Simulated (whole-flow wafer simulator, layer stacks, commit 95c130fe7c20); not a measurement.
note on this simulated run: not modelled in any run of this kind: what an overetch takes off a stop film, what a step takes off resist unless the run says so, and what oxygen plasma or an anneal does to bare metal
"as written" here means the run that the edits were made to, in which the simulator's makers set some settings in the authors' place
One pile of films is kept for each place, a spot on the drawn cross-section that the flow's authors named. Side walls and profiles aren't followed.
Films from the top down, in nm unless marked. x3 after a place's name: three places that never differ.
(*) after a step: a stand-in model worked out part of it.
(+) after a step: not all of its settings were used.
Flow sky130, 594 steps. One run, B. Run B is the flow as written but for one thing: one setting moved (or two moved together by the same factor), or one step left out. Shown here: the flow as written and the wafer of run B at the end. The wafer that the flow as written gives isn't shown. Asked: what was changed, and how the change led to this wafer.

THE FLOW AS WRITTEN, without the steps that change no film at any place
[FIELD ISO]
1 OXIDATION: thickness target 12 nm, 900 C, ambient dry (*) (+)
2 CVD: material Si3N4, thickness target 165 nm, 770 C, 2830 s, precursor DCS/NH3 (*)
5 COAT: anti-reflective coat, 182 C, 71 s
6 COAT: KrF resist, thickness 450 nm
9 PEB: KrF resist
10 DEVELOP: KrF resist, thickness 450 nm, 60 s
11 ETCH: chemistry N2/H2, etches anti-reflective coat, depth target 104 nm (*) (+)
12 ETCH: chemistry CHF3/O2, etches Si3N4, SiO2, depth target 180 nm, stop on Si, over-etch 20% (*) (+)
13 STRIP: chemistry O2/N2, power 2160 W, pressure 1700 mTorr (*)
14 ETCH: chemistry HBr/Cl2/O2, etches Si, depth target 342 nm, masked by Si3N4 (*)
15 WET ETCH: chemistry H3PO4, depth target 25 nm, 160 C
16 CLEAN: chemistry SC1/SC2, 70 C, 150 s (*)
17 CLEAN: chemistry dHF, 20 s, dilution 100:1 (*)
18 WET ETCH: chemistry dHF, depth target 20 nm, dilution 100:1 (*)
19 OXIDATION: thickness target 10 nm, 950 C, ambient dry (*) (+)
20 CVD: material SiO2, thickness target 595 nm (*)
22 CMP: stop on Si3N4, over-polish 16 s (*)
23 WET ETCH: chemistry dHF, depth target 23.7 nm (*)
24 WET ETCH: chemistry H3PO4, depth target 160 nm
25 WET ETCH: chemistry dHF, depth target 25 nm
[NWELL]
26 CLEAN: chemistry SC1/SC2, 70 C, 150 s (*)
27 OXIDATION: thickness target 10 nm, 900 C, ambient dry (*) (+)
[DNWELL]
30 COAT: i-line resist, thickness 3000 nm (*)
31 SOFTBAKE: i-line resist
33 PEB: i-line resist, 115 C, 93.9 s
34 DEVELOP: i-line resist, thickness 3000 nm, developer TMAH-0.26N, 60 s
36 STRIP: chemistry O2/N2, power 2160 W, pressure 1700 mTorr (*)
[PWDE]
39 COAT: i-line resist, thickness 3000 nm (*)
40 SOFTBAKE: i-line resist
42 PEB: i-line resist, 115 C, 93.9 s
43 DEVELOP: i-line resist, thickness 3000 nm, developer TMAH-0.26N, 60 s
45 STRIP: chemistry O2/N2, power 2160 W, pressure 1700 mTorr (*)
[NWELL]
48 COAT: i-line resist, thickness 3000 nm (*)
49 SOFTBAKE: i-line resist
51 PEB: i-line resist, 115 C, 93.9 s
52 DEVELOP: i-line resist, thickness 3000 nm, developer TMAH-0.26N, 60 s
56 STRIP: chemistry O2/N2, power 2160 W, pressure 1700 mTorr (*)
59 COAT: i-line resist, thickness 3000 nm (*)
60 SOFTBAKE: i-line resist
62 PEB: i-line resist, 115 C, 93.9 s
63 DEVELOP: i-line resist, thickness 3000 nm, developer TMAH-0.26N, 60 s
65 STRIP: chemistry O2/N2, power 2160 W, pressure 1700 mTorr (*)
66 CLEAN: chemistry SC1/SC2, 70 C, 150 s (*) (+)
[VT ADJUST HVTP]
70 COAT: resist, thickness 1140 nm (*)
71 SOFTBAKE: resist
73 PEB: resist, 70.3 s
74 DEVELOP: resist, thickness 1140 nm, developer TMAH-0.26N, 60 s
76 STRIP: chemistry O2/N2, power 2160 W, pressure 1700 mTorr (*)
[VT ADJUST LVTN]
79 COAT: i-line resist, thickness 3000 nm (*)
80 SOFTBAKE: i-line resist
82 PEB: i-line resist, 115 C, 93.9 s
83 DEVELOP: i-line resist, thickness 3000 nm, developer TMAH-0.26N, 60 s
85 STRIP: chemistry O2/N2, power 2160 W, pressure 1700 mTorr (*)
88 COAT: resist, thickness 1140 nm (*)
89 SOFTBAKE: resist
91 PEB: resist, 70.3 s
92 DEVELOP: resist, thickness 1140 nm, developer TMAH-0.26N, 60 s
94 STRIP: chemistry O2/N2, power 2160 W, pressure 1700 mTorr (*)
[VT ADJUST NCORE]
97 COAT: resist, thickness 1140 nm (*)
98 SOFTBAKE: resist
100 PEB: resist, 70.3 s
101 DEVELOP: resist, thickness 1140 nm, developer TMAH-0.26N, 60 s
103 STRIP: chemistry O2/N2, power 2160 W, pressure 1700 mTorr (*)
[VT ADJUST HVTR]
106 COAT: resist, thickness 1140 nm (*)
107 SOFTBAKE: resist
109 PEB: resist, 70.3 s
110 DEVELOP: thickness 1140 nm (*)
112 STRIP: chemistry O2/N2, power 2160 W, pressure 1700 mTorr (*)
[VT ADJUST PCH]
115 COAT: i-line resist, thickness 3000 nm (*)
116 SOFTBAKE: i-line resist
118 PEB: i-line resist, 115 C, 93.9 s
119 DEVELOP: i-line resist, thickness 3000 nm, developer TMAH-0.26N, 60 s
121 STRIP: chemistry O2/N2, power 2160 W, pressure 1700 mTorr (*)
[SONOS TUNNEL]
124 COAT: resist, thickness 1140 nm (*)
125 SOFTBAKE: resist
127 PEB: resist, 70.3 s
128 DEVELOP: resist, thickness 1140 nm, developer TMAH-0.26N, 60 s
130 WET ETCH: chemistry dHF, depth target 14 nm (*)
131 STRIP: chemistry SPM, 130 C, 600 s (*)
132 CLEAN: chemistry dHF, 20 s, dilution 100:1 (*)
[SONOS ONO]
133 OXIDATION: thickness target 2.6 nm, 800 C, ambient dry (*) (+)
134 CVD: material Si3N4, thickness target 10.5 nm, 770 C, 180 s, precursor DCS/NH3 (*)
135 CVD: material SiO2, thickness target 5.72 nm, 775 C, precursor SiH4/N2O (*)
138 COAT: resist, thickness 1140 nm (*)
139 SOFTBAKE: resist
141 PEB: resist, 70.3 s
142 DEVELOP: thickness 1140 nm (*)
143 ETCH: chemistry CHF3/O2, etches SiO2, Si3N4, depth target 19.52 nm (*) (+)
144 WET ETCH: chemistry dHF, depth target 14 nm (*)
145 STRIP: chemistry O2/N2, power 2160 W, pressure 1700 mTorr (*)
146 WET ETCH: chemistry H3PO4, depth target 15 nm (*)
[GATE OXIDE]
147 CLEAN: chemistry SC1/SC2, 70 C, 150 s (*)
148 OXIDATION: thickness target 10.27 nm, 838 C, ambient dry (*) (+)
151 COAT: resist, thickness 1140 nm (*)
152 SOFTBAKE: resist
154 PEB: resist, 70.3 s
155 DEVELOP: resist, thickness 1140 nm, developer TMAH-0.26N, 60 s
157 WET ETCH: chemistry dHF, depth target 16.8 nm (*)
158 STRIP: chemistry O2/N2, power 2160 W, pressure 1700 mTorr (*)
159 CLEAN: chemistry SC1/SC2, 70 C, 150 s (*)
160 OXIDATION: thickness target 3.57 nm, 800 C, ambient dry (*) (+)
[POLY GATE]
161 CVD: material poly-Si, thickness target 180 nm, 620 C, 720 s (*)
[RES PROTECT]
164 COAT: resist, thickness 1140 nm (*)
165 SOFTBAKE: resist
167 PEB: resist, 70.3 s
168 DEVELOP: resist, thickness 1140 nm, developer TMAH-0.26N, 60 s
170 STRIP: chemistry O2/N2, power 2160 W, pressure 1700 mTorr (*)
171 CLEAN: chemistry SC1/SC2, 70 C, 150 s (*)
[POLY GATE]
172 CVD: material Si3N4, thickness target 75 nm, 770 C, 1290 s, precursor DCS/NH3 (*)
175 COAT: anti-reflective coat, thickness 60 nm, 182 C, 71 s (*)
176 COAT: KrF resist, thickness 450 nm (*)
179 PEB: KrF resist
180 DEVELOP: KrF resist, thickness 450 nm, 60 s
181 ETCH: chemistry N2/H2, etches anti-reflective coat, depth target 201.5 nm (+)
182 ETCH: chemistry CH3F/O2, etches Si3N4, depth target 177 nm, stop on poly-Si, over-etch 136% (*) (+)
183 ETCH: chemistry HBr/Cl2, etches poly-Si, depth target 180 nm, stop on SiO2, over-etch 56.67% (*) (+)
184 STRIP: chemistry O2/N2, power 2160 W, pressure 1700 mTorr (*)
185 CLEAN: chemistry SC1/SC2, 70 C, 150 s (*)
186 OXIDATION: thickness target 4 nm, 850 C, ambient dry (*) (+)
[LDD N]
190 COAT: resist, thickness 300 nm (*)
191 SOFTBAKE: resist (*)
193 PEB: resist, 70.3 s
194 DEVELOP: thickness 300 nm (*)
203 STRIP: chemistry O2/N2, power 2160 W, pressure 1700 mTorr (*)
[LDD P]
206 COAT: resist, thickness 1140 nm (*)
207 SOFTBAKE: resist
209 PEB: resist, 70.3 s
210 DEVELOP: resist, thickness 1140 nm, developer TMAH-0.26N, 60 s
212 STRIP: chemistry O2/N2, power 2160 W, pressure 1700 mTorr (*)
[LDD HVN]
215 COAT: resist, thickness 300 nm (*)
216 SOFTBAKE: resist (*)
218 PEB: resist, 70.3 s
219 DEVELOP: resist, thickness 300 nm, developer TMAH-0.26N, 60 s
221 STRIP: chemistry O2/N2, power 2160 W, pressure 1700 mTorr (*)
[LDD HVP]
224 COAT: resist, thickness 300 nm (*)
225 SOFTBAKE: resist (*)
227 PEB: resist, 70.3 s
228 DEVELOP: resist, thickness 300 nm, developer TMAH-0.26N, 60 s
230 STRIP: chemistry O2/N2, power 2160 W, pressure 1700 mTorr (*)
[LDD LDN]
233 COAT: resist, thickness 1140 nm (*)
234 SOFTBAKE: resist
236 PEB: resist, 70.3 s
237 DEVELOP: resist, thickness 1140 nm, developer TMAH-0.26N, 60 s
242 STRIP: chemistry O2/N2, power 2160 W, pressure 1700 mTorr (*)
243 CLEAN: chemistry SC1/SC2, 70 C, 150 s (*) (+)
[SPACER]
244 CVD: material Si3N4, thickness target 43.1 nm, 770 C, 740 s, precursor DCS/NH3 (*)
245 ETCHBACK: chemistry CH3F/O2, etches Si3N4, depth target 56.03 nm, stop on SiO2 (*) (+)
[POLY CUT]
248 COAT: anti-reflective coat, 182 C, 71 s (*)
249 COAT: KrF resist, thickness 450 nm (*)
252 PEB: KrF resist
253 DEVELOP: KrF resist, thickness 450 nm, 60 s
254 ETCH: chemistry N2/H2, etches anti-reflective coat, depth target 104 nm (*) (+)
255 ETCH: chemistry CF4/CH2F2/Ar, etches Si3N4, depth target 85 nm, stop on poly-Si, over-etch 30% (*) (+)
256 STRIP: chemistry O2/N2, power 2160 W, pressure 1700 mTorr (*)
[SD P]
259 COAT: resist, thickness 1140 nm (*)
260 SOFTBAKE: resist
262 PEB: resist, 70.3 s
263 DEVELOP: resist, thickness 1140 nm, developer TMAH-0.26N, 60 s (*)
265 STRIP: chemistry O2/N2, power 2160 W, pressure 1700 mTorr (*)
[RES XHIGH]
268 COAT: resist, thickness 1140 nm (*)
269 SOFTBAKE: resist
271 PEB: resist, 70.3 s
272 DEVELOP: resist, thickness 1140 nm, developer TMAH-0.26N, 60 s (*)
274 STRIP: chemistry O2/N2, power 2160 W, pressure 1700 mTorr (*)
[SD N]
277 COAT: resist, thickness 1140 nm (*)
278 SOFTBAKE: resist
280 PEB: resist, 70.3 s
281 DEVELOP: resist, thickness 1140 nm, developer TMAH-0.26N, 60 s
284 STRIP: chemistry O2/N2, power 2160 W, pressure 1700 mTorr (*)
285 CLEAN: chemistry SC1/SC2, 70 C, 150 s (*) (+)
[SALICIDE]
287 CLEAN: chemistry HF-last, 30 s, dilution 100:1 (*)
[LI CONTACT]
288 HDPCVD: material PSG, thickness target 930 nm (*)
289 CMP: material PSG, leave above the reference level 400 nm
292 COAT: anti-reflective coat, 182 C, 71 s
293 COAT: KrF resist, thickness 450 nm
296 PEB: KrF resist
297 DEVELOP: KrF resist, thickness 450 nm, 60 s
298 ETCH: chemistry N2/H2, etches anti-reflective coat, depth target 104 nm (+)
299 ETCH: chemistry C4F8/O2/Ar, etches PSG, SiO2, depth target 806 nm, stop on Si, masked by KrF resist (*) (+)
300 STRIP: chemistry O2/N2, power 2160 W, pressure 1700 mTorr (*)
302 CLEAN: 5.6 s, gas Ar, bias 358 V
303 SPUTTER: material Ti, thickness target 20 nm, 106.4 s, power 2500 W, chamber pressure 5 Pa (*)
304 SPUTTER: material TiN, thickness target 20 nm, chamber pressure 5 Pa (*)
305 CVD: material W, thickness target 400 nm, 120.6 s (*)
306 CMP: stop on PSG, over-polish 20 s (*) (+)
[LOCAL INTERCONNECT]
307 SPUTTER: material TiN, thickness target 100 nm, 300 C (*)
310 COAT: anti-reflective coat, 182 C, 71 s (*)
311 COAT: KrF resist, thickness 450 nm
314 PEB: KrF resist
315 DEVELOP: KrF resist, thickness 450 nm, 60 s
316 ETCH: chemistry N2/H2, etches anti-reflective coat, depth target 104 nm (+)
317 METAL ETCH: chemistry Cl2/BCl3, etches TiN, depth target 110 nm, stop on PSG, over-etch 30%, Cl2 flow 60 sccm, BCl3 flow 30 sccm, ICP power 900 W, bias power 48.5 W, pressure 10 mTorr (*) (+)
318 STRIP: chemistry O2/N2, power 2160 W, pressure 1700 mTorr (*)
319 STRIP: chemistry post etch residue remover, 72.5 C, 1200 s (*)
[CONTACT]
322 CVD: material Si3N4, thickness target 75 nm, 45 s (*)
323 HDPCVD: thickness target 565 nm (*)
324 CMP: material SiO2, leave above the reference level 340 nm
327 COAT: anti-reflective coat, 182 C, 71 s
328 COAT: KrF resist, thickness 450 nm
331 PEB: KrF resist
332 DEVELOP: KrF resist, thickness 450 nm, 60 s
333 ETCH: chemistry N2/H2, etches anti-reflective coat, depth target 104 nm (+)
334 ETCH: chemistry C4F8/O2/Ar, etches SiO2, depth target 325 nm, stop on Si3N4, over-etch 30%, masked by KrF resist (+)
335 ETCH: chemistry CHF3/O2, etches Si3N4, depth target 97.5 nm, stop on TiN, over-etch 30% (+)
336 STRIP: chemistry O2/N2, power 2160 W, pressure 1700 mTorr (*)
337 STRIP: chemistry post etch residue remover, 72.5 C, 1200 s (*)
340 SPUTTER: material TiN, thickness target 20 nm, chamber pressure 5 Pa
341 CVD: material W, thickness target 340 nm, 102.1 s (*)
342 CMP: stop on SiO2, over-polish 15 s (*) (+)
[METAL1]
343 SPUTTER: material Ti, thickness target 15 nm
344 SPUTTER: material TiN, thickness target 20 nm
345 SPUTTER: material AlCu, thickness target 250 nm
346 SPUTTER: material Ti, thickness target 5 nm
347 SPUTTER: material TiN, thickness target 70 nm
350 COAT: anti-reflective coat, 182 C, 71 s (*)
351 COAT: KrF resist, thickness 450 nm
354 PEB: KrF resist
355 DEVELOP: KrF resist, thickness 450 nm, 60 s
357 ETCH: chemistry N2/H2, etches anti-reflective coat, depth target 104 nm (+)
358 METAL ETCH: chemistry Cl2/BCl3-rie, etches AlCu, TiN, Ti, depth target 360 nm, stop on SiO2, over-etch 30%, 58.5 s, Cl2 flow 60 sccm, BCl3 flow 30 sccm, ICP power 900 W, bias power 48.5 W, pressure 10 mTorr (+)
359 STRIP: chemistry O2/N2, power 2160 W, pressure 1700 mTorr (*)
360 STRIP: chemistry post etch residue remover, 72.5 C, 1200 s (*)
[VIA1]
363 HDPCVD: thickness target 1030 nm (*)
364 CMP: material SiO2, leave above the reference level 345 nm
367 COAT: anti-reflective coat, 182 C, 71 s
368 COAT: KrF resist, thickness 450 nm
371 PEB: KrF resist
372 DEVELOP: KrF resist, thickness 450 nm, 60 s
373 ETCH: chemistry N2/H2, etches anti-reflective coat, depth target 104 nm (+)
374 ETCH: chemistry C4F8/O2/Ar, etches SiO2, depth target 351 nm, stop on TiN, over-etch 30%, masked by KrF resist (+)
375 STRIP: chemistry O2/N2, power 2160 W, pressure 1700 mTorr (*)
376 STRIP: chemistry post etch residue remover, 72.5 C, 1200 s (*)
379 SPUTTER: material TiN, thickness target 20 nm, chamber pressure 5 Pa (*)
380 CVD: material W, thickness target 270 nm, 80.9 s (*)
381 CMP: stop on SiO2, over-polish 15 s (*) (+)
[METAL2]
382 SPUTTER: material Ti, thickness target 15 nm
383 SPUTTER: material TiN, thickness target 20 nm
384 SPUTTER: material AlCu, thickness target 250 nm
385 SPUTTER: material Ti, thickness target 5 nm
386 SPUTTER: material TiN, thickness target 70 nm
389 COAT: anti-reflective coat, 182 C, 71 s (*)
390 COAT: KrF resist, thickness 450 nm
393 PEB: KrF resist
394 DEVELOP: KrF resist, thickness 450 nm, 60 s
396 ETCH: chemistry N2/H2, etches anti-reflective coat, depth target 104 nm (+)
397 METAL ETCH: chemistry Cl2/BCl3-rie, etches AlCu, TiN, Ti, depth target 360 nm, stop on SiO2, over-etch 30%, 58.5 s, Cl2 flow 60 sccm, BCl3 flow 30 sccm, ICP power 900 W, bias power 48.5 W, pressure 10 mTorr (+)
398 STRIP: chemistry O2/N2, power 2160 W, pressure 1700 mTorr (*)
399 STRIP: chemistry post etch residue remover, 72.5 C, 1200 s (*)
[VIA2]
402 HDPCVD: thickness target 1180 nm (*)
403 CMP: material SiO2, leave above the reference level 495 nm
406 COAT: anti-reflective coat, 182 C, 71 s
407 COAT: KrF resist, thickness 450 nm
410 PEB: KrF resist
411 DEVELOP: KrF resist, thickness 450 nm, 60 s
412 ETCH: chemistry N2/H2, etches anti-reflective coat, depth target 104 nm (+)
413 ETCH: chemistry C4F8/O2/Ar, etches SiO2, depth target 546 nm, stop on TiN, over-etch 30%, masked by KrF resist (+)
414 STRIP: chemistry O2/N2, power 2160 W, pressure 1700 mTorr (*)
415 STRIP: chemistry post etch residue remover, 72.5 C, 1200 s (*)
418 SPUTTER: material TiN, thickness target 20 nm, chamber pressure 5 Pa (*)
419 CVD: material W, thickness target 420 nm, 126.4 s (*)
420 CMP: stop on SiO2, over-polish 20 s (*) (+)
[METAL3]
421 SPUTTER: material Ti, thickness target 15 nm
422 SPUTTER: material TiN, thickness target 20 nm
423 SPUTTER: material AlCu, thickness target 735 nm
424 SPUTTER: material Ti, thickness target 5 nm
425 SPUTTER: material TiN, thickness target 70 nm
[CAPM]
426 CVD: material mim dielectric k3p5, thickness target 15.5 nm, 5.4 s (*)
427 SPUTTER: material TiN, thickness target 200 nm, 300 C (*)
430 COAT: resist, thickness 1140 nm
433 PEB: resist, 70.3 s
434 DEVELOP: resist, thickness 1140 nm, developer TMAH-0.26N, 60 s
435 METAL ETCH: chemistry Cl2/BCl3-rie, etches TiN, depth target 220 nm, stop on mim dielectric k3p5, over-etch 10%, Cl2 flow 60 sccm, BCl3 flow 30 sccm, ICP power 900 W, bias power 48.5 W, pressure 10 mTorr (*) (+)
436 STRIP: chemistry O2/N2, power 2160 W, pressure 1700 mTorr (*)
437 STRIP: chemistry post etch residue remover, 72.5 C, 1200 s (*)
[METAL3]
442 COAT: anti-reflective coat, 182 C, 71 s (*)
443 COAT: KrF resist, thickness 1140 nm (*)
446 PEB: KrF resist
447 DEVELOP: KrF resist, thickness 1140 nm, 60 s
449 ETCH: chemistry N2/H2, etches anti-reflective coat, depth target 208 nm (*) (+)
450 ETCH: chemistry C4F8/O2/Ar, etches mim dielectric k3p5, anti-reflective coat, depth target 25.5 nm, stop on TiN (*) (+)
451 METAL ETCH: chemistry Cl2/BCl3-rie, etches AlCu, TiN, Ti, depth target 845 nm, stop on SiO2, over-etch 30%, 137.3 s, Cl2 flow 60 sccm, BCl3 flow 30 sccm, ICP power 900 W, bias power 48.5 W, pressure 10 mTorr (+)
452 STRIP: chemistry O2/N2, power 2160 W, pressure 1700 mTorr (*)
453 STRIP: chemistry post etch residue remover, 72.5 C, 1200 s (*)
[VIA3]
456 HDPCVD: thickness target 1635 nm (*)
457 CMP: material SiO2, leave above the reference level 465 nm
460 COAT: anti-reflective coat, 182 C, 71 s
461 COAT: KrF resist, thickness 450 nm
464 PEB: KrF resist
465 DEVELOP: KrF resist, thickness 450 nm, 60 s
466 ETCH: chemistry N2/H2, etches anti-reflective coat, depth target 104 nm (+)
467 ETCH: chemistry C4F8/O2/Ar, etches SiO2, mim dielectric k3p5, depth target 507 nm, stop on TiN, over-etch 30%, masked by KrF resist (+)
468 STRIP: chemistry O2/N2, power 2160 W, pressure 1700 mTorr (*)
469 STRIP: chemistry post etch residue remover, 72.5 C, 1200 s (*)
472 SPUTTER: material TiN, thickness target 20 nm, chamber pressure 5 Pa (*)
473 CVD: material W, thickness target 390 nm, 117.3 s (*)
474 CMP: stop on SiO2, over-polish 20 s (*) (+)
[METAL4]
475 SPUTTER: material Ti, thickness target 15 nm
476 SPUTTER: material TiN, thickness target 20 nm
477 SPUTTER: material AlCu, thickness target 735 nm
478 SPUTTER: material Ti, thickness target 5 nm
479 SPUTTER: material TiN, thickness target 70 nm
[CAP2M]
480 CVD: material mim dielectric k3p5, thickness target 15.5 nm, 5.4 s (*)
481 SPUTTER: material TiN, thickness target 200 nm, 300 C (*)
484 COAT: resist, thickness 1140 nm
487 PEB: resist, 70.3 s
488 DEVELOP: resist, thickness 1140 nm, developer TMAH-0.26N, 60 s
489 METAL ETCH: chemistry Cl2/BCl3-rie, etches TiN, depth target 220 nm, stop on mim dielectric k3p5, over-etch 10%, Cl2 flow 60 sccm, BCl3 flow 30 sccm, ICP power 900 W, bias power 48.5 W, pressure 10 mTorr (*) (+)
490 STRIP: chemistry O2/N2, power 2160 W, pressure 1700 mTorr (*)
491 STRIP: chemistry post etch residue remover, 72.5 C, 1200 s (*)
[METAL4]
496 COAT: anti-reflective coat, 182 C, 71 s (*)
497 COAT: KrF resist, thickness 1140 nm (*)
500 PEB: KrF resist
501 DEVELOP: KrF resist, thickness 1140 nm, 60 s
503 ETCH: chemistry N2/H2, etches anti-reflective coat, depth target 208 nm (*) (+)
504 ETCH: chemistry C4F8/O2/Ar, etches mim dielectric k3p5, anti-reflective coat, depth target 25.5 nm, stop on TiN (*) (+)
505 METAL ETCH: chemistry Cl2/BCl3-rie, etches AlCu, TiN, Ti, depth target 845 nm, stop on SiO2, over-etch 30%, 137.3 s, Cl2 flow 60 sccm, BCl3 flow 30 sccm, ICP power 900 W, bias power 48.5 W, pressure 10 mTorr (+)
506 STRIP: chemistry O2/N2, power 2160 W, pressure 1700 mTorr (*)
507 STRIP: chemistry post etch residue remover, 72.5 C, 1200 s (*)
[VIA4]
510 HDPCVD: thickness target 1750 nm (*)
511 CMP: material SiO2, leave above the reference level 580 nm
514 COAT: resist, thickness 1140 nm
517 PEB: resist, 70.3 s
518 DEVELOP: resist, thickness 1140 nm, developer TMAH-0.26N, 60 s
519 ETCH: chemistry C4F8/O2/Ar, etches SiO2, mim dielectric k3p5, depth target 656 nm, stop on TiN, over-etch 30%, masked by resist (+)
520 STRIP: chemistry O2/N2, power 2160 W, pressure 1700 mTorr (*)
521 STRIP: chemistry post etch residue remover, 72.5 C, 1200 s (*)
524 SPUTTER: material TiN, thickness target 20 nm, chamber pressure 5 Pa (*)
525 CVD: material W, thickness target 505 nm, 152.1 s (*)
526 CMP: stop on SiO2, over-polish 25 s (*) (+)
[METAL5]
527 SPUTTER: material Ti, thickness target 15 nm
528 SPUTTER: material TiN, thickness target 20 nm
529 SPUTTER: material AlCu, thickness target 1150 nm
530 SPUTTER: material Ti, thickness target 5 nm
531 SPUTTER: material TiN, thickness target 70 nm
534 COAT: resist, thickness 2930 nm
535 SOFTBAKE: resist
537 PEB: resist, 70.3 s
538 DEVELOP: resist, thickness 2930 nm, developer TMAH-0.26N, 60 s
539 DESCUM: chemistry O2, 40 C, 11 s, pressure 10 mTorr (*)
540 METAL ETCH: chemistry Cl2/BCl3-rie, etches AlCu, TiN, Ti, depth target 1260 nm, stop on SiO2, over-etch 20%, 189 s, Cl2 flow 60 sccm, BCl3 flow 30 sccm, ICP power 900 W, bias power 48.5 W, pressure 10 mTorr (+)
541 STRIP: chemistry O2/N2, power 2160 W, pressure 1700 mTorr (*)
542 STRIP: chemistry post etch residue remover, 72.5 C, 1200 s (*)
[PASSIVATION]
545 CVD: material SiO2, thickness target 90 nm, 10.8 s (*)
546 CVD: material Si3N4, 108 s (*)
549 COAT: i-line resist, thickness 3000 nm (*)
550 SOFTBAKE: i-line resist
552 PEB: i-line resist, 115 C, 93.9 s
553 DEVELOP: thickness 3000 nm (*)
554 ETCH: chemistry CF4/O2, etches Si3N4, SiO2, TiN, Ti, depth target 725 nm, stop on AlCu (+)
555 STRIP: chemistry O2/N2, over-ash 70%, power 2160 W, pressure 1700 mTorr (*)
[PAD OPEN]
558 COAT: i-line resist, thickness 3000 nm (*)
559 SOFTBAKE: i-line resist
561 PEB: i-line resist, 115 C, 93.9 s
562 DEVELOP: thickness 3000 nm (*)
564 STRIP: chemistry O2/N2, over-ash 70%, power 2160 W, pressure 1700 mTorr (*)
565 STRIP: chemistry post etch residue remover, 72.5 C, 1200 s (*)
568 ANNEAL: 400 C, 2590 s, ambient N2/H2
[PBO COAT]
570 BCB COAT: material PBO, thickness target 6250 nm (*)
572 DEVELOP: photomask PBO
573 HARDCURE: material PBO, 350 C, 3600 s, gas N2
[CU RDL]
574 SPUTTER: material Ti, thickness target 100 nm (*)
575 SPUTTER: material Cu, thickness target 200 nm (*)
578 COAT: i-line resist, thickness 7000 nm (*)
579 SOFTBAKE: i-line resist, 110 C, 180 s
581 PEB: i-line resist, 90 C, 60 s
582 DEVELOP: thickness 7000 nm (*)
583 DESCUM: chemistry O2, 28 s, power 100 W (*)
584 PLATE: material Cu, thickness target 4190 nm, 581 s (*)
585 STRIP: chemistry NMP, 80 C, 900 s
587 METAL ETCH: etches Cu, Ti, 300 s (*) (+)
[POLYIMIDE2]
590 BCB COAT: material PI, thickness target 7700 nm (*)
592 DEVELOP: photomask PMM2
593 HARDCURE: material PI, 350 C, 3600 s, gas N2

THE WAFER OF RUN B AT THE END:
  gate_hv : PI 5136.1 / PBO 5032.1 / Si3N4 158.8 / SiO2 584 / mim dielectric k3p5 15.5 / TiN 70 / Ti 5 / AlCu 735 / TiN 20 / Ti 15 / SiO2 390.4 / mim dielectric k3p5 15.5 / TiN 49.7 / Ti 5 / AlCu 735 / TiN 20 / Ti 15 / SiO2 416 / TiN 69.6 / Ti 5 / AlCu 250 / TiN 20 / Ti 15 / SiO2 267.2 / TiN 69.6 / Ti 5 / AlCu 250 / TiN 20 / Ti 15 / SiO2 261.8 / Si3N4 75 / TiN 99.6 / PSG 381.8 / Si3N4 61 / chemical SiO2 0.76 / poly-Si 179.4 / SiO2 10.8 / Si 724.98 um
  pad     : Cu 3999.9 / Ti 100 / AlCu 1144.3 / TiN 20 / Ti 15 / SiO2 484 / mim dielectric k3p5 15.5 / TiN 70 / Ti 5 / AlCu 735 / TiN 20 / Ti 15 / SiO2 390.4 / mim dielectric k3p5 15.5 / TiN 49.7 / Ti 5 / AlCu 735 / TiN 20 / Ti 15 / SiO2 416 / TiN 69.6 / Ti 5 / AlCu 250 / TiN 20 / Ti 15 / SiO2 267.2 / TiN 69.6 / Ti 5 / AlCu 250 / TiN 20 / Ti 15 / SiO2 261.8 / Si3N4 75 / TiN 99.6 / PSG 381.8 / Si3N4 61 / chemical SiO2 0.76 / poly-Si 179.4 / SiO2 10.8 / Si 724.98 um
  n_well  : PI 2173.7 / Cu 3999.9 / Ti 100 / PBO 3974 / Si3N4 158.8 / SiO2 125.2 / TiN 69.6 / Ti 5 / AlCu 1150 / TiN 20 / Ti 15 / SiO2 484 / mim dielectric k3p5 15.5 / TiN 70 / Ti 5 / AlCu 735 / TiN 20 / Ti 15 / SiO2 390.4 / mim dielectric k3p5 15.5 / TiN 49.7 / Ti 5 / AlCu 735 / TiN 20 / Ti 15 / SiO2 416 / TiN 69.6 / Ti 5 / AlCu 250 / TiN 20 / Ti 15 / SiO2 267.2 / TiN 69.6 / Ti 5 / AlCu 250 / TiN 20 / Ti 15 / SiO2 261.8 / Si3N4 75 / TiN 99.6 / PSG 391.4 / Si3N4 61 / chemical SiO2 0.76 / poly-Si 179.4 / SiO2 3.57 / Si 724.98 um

The cause: step 425, SPUTTER: thickness target 49.7 nm was run, where the flow has thickness target 70 nm.
It can be read off the wafer: gate_hv has TiN 49.7, and step 425 as written asks for 70 nm.

How the change led to this, step by step:
  425 SPUTTER: material TiN, thickness target 70 nm
      field, active, n_well and 188 more: TiN +49.7 (new film) (as written it would be: TiN +70 (new film))
  451 METAL ETCH: chemistry Cl2/BCl3-rie, etches AlCu, TiN, Ti, depth target 845 nm, stop on SiO2, over-etch 30%, 137.3 s, Cl2 flow 60 sccm, BCl3 flow 30 sccm, ICP power 900 W, bias power 48.5 W, pressure 10 mTorr (+)
      field, gate, spacer and 68 more: TiN -49.7 (all of it), Ti -5 (all of it), AlCu -735 (all of it), TiN -20 (all of it), Ti -15 (all of it), SiO2 -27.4 (as written it would be: TiN -70 (all of it), Ti -5 (all of it), AlCu -735 (all of it), TiN -20 (all of it), Ti -15 (all of it), SiO2 -25.4)
      active, vpp_ln, vpp_iso2 and 11 more: TiN -49.7 (all of it), Ti -5 (all of it), AlCu -735 (all of it), TiN -20 (all of it), Ti -15 (all of it), SiO2 -27.4 (as written it would be: TiN -70 (all of it), Ti -5 (all of it), AlCu -735 (all of it), TiN -20 (all of it), Ti -15 (all of it), SiO2 -25.3)
  467 ETCH: chemistry C4F8/O2/Ar, etches SiO2, mim dielectric k3p5, depth target 507 nm, stop on TiN, over-etch 30%, masked by KrF resist (+)
      m1: SiO2 -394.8 (all of it), mim dielectric k3p5 -15.5 (all of it) (as written it would be: SiO2 -374.5 (all of it), mim dielectric k3p5 -15.5 (all of it))
      via3_hole: SiO2 -394.2 (all of it), mim dielectric k3p5 -15.5 (all of it) (as written it would be: SiO2 -373.9 (all of it), mim dielectric k3p5 -15.5 (all of it))
  473 CVD: material W, thickness target 390 nm, 117.3 s (*)
      m1: W +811 (new film) (as written it would be: W +790.5 (new film))
      via3_hole: W +810.4 (new film) (as written it would be: W +789.9 (new film))
